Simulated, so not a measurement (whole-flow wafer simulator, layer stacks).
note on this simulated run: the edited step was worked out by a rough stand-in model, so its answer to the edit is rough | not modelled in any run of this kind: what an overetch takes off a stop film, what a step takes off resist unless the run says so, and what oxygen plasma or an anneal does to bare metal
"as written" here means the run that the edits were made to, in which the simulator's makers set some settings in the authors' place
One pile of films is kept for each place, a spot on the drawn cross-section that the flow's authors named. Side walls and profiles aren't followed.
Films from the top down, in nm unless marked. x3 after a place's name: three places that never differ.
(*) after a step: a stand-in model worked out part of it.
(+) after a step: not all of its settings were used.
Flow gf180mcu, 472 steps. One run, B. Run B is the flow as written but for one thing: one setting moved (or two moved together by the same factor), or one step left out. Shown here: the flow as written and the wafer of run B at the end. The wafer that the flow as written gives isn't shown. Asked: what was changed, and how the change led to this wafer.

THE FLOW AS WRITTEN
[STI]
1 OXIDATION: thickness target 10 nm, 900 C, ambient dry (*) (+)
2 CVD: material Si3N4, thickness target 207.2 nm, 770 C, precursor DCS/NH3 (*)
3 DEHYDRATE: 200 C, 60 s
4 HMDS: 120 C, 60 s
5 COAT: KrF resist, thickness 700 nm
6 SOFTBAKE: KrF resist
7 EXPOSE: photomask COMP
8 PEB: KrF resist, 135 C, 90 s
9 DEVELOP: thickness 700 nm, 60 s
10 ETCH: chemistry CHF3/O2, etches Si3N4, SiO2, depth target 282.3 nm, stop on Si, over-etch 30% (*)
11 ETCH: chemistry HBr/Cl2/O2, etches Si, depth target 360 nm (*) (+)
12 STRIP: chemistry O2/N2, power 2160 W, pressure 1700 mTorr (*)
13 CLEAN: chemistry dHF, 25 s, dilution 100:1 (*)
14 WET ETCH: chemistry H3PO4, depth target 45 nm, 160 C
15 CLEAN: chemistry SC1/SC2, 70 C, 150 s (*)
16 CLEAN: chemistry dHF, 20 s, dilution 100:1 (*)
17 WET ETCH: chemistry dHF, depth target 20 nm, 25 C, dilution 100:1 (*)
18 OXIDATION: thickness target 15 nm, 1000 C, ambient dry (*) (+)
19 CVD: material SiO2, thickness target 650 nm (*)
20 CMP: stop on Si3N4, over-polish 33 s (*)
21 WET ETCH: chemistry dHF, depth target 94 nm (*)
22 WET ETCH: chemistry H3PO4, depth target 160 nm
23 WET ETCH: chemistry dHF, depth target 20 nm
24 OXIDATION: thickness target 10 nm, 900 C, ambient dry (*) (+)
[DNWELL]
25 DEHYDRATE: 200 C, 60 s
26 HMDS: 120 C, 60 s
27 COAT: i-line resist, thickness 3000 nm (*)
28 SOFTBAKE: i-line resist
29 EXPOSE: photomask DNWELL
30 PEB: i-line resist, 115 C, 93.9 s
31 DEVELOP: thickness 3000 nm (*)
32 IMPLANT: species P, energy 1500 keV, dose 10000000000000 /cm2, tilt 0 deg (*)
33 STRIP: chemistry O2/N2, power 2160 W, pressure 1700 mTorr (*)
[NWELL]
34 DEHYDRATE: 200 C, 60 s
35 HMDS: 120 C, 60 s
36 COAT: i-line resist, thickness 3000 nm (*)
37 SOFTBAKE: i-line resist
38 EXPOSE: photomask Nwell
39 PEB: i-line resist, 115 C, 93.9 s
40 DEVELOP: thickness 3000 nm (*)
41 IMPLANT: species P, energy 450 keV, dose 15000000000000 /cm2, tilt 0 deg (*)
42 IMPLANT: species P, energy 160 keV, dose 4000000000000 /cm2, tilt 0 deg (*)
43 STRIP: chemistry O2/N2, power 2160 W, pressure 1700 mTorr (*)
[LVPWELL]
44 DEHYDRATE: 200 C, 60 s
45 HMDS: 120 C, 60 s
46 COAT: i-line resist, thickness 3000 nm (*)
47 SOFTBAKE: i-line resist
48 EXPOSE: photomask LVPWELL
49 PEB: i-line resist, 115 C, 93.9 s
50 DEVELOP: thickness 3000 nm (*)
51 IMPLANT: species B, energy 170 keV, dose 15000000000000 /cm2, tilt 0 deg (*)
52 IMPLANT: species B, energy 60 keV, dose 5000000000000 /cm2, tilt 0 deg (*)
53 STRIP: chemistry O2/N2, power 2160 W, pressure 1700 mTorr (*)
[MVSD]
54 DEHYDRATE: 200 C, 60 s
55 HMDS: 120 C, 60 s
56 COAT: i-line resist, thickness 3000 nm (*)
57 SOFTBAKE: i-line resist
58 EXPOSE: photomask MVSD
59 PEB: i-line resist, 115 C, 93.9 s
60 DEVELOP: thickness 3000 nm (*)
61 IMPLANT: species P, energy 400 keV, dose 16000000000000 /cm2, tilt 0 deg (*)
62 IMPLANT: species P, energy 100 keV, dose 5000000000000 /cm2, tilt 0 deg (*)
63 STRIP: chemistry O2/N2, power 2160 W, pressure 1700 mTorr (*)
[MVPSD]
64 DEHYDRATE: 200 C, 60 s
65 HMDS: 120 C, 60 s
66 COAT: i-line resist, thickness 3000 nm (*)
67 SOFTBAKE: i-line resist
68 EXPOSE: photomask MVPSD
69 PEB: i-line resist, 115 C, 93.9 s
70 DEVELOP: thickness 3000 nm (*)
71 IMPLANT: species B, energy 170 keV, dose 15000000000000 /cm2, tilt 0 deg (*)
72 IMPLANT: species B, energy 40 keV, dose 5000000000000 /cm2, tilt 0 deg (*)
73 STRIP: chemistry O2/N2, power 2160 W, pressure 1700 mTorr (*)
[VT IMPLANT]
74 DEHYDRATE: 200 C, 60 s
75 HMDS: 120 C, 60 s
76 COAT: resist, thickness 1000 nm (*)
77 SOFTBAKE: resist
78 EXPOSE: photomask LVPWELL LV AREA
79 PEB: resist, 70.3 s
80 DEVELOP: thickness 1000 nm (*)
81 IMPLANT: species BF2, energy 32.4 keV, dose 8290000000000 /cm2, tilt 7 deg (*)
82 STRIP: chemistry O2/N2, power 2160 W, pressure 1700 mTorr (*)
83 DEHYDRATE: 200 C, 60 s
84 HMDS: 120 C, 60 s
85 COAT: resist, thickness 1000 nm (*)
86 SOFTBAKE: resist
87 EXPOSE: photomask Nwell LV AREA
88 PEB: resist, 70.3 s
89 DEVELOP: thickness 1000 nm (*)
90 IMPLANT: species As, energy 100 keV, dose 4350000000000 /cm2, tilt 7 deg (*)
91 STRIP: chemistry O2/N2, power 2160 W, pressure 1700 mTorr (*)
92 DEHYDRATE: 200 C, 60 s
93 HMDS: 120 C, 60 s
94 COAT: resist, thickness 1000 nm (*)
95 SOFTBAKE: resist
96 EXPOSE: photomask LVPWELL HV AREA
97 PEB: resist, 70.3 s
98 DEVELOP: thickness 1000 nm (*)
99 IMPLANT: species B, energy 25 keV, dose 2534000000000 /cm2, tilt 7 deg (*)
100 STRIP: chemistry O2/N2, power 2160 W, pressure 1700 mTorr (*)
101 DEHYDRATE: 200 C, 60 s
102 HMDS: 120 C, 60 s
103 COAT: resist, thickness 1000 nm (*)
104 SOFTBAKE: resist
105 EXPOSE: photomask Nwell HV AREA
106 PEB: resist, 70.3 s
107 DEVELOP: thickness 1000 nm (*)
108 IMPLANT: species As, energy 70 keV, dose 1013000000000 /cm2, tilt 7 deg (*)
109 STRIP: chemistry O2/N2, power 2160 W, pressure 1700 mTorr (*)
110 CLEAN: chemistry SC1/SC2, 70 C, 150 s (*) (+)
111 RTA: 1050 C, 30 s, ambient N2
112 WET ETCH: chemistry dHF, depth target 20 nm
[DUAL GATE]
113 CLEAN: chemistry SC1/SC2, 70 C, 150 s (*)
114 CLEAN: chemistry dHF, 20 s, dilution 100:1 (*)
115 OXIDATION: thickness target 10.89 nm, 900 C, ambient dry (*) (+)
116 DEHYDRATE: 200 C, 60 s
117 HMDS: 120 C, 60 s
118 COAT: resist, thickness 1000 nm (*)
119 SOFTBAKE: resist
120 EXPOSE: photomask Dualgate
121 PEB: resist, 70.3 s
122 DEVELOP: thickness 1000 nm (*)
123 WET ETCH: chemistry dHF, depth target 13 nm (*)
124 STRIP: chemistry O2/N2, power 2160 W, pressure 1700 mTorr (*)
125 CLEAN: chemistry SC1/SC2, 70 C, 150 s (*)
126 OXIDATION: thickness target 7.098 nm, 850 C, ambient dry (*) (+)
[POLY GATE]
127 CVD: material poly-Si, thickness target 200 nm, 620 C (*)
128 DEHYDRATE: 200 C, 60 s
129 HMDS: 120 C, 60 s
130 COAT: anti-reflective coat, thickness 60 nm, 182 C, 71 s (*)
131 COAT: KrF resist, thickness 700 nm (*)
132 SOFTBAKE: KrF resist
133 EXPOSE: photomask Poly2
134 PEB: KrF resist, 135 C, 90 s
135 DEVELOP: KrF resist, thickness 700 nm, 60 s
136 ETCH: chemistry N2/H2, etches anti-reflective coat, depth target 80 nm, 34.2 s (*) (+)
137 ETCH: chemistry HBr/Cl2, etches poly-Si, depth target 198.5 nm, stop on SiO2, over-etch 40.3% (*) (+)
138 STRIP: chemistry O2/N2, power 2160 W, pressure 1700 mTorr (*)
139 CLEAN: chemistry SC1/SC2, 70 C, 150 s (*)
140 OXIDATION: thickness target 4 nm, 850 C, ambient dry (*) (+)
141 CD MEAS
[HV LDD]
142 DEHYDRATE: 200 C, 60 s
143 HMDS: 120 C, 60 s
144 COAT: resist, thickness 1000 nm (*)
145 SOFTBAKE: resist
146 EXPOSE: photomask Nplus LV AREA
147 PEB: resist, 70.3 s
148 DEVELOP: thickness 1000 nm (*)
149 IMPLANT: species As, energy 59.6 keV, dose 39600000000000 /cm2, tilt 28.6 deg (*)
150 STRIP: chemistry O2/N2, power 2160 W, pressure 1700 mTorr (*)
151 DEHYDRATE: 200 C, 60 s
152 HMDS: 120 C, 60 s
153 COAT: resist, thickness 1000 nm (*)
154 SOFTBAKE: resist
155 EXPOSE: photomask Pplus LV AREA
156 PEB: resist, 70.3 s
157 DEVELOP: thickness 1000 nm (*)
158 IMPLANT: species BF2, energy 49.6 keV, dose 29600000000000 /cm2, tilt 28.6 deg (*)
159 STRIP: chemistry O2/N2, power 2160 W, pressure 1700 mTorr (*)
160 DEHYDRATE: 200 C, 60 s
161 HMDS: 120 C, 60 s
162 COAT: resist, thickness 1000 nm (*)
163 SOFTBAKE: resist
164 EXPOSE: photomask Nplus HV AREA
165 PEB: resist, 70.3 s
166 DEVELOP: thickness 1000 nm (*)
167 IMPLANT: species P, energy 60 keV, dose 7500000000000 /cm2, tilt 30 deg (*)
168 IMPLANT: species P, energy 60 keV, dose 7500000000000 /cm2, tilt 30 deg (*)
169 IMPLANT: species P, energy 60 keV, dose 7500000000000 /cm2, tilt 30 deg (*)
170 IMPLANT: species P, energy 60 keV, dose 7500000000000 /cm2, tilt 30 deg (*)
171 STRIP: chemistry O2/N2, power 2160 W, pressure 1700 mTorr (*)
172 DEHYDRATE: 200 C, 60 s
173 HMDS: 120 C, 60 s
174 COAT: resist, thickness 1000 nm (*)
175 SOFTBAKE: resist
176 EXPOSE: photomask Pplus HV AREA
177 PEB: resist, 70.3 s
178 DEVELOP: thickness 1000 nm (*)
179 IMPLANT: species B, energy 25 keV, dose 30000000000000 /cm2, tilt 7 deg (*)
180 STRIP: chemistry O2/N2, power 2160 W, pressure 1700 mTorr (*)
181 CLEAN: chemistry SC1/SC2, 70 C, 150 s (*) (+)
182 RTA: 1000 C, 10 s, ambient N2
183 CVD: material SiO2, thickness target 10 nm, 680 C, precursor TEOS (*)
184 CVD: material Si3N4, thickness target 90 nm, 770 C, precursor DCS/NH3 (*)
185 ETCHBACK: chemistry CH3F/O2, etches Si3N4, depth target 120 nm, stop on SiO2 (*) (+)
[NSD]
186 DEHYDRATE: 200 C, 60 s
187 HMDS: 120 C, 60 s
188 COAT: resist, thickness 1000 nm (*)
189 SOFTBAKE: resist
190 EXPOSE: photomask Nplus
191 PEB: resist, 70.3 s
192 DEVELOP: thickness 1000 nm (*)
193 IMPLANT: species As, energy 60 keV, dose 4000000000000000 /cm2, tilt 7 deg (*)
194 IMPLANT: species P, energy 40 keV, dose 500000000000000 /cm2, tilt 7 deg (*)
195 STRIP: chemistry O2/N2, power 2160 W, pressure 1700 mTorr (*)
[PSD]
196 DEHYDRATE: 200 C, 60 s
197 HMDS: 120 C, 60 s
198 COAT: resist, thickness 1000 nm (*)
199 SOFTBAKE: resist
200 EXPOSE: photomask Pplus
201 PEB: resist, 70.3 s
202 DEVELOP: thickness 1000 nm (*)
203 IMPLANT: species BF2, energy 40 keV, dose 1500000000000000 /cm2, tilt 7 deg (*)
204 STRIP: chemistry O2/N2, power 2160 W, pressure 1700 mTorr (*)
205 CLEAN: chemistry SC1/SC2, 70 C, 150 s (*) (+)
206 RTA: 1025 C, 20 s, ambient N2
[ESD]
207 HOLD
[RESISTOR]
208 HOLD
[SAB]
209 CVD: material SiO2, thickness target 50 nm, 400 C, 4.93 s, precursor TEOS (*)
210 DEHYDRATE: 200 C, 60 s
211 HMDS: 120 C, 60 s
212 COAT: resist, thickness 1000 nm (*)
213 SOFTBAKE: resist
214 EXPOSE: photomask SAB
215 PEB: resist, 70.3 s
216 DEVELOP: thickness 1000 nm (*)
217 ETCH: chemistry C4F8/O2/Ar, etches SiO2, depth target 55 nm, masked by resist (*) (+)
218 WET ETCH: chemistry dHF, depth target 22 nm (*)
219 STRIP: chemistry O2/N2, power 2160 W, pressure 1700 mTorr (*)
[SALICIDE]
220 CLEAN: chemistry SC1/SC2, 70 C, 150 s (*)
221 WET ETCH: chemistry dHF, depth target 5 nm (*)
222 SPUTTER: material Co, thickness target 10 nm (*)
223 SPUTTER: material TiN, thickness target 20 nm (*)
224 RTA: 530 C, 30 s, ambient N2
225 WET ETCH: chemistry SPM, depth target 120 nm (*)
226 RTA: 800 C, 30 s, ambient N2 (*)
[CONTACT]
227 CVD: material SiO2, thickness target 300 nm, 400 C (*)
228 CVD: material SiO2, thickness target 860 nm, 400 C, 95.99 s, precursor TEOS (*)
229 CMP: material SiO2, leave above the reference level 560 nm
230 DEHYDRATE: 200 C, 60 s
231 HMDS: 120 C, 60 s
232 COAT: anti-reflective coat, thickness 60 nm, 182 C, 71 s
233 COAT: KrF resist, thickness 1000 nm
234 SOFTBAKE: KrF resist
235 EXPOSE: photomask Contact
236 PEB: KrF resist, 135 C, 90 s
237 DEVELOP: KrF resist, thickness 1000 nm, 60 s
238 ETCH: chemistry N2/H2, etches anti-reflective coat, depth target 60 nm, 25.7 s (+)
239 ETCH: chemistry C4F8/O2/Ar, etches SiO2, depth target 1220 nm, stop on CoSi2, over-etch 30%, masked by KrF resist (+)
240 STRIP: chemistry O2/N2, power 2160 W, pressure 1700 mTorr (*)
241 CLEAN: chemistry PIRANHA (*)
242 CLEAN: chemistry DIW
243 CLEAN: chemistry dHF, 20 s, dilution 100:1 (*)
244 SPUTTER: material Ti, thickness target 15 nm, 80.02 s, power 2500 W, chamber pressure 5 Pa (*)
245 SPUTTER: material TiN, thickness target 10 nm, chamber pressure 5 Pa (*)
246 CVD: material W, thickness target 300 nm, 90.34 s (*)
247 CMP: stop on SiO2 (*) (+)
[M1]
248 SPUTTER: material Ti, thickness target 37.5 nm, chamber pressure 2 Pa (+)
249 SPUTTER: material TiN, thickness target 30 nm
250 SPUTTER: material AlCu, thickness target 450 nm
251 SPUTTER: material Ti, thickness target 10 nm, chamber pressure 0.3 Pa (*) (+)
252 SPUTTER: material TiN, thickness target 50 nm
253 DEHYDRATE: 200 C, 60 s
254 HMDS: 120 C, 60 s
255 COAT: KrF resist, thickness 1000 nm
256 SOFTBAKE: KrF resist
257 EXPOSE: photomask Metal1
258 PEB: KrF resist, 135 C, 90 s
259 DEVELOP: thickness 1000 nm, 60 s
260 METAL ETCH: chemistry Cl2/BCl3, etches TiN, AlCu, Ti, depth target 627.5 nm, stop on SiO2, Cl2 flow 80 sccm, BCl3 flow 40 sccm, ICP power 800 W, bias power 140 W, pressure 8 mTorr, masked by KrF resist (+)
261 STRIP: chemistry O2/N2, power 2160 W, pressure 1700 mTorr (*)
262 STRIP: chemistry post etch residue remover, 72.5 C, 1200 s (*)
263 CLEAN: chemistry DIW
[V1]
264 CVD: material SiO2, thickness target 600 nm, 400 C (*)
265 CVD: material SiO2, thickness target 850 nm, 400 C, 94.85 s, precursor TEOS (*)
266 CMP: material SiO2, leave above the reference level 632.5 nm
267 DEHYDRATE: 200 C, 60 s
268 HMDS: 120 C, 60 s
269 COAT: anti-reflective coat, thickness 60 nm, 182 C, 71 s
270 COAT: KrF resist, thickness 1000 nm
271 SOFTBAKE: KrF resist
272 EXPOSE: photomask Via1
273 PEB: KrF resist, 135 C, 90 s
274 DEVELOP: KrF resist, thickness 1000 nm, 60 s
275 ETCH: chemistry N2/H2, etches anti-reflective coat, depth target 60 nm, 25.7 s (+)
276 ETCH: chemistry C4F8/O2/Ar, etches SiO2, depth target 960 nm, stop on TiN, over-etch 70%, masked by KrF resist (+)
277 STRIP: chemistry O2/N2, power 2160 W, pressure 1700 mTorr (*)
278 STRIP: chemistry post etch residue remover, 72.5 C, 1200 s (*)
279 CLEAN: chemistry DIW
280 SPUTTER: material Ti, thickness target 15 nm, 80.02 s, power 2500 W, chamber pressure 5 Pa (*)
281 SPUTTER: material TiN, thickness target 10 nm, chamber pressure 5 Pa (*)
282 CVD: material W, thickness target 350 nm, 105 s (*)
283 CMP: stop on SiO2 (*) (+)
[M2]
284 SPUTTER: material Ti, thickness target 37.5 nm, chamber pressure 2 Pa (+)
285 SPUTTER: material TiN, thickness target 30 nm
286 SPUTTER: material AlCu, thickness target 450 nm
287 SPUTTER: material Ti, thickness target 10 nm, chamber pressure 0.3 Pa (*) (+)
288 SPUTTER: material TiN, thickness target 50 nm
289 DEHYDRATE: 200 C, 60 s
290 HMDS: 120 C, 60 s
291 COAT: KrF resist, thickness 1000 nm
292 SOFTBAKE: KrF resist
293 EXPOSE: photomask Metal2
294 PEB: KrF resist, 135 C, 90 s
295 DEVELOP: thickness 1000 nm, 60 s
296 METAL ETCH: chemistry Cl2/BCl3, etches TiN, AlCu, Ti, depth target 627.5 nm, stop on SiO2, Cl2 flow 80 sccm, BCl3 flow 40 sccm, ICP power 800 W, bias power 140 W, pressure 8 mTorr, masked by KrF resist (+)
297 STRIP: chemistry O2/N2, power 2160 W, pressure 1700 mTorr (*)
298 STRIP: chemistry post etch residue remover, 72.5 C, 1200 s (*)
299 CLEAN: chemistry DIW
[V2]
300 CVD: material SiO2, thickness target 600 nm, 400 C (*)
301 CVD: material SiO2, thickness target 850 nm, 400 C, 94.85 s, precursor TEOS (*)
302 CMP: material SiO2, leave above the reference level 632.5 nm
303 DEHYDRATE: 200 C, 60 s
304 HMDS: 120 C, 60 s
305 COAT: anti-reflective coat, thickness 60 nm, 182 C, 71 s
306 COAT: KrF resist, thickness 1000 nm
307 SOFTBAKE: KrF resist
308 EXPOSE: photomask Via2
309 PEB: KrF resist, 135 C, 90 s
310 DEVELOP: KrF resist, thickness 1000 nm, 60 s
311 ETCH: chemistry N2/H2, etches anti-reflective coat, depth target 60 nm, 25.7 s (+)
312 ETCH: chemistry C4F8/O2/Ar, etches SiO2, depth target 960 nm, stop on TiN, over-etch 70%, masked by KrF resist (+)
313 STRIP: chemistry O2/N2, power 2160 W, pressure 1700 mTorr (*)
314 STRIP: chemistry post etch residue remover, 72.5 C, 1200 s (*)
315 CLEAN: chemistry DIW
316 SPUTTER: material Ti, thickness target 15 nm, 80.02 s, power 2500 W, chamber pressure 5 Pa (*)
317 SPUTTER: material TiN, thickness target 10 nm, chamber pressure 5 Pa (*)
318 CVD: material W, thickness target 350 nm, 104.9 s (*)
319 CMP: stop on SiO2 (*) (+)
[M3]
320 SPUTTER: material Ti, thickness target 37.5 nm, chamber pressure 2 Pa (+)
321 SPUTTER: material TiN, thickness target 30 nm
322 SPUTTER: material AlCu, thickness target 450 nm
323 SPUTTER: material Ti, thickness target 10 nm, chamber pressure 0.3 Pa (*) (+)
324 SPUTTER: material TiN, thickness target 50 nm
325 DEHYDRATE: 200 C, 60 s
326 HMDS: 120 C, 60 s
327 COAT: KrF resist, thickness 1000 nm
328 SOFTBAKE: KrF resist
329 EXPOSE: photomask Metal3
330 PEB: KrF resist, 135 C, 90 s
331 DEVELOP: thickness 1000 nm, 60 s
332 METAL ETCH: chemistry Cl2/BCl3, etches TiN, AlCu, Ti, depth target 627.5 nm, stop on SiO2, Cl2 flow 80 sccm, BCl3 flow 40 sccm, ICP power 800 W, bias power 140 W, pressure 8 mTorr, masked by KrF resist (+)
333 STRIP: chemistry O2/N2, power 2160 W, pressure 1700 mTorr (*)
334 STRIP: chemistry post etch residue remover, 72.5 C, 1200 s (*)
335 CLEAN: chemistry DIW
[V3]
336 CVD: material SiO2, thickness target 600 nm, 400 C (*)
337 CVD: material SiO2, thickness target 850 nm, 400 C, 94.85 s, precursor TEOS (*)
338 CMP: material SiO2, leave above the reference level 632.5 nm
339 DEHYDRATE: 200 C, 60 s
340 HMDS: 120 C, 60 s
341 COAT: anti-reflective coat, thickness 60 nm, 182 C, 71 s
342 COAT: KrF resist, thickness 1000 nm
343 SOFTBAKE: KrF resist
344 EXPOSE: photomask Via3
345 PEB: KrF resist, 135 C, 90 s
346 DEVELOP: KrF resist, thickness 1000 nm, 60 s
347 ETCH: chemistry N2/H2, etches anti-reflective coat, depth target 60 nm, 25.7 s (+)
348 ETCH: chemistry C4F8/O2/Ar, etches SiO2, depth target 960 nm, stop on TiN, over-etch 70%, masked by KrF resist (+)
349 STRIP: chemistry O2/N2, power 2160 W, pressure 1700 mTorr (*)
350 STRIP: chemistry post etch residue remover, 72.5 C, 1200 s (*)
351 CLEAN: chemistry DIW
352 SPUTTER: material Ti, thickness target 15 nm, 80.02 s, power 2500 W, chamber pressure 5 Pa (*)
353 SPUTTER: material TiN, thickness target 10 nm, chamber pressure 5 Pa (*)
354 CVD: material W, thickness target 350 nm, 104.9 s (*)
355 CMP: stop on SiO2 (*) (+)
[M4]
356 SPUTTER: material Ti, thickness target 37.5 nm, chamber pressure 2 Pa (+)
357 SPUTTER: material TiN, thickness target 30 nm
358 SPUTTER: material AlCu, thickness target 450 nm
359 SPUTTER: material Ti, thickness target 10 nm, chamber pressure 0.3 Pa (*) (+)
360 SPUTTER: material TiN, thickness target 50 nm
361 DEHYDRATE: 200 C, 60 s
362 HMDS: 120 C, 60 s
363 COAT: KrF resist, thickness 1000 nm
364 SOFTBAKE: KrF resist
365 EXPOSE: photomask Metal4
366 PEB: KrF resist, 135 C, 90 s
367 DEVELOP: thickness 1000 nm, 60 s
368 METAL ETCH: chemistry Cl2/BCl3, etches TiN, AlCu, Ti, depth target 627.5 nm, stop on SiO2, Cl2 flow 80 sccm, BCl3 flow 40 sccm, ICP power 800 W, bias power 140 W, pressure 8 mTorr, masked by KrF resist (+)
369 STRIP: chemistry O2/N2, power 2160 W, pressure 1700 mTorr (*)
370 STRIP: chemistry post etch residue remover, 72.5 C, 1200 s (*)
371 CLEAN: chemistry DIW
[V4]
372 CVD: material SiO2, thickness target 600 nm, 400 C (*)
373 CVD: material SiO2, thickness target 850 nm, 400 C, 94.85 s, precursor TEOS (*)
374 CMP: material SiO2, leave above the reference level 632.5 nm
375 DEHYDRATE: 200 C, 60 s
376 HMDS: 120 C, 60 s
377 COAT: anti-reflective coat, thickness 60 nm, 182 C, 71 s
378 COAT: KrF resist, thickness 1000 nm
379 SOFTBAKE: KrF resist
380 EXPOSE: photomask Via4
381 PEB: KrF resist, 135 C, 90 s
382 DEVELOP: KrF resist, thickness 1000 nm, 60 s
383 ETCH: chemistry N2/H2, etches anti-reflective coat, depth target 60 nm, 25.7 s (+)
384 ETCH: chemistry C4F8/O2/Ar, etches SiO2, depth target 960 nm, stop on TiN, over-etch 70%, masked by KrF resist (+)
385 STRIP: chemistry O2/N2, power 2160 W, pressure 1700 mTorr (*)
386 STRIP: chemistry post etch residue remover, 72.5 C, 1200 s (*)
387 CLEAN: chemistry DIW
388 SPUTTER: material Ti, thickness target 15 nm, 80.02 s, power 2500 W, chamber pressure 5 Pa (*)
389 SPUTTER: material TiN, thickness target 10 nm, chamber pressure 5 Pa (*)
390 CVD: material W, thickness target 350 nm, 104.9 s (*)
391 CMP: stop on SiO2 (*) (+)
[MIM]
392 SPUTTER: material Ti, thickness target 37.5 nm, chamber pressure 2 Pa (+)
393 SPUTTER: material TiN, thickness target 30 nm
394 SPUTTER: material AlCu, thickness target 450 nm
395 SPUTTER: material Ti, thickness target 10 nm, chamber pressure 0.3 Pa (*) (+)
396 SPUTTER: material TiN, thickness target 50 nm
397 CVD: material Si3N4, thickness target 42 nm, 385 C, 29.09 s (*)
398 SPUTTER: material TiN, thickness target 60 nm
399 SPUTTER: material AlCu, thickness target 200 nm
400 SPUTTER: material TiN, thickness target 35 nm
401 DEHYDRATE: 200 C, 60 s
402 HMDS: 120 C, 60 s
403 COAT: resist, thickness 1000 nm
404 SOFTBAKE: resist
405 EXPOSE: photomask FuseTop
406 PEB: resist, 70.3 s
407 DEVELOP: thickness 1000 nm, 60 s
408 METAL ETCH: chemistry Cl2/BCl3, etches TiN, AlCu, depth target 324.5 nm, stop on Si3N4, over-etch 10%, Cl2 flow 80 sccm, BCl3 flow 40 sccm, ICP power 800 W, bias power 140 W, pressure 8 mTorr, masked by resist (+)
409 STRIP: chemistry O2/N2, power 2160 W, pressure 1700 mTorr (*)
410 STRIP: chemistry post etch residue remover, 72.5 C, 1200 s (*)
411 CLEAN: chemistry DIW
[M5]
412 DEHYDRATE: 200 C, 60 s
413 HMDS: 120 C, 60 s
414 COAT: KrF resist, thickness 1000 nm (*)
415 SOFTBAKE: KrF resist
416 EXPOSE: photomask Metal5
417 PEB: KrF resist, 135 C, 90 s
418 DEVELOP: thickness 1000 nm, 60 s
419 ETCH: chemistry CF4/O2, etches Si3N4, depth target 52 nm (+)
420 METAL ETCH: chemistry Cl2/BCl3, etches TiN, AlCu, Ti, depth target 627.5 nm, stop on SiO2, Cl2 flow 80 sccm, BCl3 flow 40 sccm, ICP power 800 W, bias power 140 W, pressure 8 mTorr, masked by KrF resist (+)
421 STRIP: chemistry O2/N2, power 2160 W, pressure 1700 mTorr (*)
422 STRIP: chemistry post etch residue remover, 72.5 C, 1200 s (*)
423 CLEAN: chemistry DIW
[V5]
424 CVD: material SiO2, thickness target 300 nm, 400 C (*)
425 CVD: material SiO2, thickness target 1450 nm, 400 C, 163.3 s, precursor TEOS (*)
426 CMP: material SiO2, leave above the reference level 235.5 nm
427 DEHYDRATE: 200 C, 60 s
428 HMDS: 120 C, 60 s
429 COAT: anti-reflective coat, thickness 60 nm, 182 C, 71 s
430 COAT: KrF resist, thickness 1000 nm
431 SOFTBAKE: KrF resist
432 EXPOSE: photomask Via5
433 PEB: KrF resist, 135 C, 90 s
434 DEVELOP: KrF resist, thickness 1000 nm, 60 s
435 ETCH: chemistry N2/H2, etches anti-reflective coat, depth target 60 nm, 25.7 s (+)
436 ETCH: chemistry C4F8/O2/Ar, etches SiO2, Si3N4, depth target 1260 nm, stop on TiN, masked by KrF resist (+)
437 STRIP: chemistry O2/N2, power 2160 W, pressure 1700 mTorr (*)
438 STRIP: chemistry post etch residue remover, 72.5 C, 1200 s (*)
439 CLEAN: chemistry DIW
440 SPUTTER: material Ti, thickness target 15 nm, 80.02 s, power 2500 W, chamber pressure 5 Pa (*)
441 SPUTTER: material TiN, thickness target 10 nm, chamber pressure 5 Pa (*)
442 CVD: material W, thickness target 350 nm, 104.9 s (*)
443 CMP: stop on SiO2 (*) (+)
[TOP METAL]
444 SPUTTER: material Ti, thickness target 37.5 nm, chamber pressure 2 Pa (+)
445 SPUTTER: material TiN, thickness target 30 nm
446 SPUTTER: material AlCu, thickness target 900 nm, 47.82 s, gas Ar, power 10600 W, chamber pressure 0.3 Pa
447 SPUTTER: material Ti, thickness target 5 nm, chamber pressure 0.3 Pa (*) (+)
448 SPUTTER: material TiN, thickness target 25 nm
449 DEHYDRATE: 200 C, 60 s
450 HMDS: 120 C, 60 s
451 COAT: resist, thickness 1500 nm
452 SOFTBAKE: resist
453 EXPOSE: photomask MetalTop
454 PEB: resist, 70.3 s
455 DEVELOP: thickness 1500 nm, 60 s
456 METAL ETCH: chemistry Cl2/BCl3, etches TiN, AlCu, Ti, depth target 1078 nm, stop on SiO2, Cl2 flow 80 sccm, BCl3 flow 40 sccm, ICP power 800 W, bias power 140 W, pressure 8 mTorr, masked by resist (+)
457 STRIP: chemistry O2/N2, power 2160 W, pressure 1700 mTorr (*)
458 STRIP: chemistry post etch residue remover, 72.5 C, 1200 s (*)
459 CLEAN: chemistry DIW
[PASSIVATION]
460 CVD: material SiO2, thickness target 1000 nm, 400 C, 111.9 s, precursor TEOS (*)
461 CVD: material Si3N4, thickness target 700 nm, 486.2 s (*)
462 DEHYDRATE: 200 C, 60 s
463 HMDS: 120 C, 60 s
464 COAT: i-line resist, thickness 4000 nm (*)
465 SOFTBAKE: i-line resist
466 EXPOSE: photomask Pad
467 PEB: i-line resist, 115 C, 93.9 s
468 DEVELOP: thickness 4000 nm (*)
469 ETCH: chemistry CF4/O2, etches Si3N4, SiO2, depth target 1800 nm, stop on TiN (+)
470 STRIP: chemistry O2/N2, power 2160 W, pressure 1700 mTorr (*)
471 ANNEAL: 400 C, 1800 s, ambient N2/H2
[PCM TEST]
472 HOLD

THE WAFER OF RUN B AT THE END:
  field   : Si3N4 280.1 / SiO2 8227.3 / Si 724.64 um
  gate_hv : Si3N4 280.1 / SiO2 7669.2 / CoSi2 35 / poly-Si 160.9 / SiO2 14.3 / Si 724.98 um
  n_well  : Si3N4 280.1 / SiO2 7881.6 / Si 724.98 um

The cause: step 461, CVD: thickness target 280 nm was run, where the flow has thickness target 700 nm; step 461, CVD: 194.5 s was run, where the flow has 486.2 s.

How the change led to this, step by step:
  461 CVD: material Si3N4, thickness target 700 nm, 486.2 s (*)
      field, field__w1, field__w2 and 109 more: Si3N4 +280.1 (new film) (as written it would be: Si3N4 +700 (new film))
  465 SOFTBAKE: i-line resist
      ld_acc_p, ld_fp_p, ld_drift_p: i-line resist +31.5 (as written it would be: i-line resist +33.8)
      field__w11, field__w13: i-line resist +35.4 (as written it would be: i-line resist +37.6)
      (and at 54 more places)
  469 ETCH: chemistry CF4/O2, etches Si3N4, SiO2, depth target 1800 nm, stop on TiN (+)
      pad: Si3N4 -280.1 (all of it), SiO2 -1000 (all of it) (as written it would be: Si3N4 -700 (all of it), SiO2 -1000 (all of it))
